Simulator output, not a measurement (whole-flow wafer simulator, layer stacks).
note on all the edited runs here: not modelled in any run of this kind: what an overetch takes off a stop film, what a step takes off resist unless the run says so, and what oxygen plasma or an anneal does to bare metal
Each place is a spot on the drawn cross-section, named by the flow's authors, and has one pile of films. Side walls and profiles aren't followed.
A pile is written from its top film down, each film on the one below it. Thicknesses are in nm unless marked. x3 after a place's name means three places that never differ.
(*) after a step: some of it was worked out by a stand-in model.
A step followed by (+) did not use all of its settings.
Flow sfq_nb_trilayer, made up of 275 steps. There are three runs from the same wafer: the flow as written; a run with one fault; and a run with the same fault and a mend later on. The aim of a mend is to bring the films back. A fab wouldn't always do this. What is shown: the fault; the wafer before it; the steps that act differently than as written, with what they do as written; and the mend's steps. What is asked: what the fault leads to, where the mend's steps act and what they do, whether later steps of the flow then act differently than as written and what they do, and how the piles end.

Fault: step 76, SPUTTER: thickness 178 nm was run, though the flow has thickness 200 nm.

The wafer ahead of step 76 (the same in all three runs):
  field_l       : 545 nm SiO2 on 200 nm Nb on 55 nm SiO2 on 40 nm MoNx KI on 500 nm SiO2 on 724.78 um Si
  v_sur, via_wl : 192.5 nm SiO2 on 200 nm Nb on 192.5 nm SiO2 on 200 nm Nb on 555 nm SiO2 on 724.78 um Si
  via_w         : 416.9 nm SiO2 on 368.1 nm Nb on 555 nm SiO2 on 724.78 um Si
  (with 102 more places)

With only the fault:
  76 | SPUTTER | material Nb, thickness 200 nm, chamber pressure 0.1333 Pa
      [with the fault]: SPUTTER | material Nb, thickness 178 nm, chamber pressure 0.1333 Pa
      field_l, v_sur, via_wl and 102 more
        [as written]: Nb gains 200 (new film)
        [with the fault]: Nb gains 178 (new film)
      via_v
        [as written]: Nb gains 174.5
        [with the fault]: Nb gains 155.6
  Later steps of the flow acting differently than as written (6 more steps, not shown, differ only slightly: by at most 2% or 0.5 nm, whichever is larger):
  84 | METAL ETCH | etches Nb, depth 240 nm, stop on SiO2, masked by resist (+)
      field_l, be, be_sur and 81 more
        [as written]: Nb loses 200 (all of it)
        [with the fault]: Nb loses 178 (all of it)
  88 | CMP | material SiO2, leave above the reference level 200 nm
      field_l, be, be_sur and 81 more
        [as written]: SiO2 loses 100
        [with the fault]: SiO2 loses 122
  By the end, the piles at v_sur, via_wl, via_w and 29 more depart from the flow's by more than 2% or 0.5 nm, whichever is larger.
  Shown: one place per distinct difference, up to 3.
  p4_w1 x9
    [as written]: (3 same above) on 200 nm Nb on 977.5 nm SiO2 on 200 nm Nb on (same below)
    [with the fault]: (3 same above) on 200 nm Nb on 955.5 nm SiO2 on 200 nm Nb on (same below)
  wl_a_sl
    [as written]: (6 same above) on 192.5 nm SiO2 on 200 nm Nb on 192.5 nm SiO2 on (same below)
    [with the fault]: (6 same above) on 192.5 nm SiO2 on 178 nm Nb on 192.5 nm SiO2 on (same below)
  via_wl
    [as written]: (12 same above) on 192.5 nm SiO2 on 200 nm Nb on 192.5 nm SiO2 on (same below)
    [with the fault]: (12 same above) on 192.5 nm SiO2 on 178 nm Nb on 192.5 nm SiO2 on (same below)

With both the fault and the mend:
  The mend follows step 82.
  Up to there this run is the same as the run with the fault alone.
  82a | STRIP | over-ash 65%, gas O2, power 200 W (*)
      p4_fl x3, p4_w1 x9, p4_g1 x2 and 48 more
        anti-reflective coat loses 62 (all of it)
      wl_j_sl, wl_jj, wl_j_sr and 12 more
        KrF resist loses 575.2 (all of it), anti-reflective coat loses 62 (all of it)
      moat, field_r, lsp_l and 6 more
        anti-reflective coat loses 61.8 (all of it)
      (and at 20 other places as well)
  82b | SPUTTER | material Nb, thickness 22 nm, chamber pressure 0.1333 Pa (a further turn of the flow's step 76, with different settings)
      field_l, v_sur, via_wl and 102 more
        Nb gains 22
      via_v
        Nb gains 17
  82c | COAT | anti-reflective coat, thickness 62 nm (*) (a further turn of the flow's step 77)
      p4_fl x3, p4_w1 x9, p4_g1 x2 and 63 more
        anti-reflective coat gains 62 (new film)
      moat, field_r, lsp_l and 6 more
        anti-reflective coat gains 61.8 (new film)
      be_r, r_sur, res, r_end
        anti-reflective coat gains 61.7 (new film)
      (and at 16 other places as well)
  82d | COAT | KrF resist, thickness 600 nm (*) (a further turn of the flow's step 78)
      p4_fl x3, p4_w1 x9, p4_g1 x2 and 63 more
        KrF resist gains 600 (new film)
      moat, field_r, lsp_l, ln_m5, l0v
        KrF resist gains 599.5 (new film)
      lsp_m, ln_m6, lsp_r, l0_sur
        KrF resist gains 599.6 (new film)
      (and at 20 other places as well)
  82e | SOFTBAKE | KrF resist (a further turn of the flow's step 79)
      alters no film at any place that is followed
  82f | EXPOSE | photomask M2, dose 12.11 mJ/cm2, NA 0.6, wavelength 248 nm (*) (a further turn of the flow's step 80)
      alters no film at any place that is followed
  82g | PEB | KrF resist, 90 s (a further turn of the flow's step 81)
      field_l, v_sur, via_wl and 97 more
        KrF resist loses 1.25
      via_w, via_wr, via_sp, wire, be
        KrF resist loses 1.24
      via_v
        KrF resist loses 1.59
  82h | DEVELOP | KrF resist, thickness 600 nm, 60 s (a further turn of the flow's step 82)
      p4_fl x3, p4_w1 x9, p4_g1 x2 and 48 more
        KrF resist loses 598.7 (all of it)
      v_sur, via_wl, via_w and 19 more
        KrF resist loses 23.5
      lsp_l, ln_m5, lsp_m, ln_m6, lsp_r, l0_sur, l0v
        KrF resist loses 598.3 (all of it)
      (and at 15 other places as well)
  Every later step of the flow that is run acts as written, at every place that is followed, to within 2% or 0.5 nm, whichever is larger.
  At the end the piles are close to the flow's at the places that both follow, differing by at most 2% or 0.5 nm, whichever is larger.
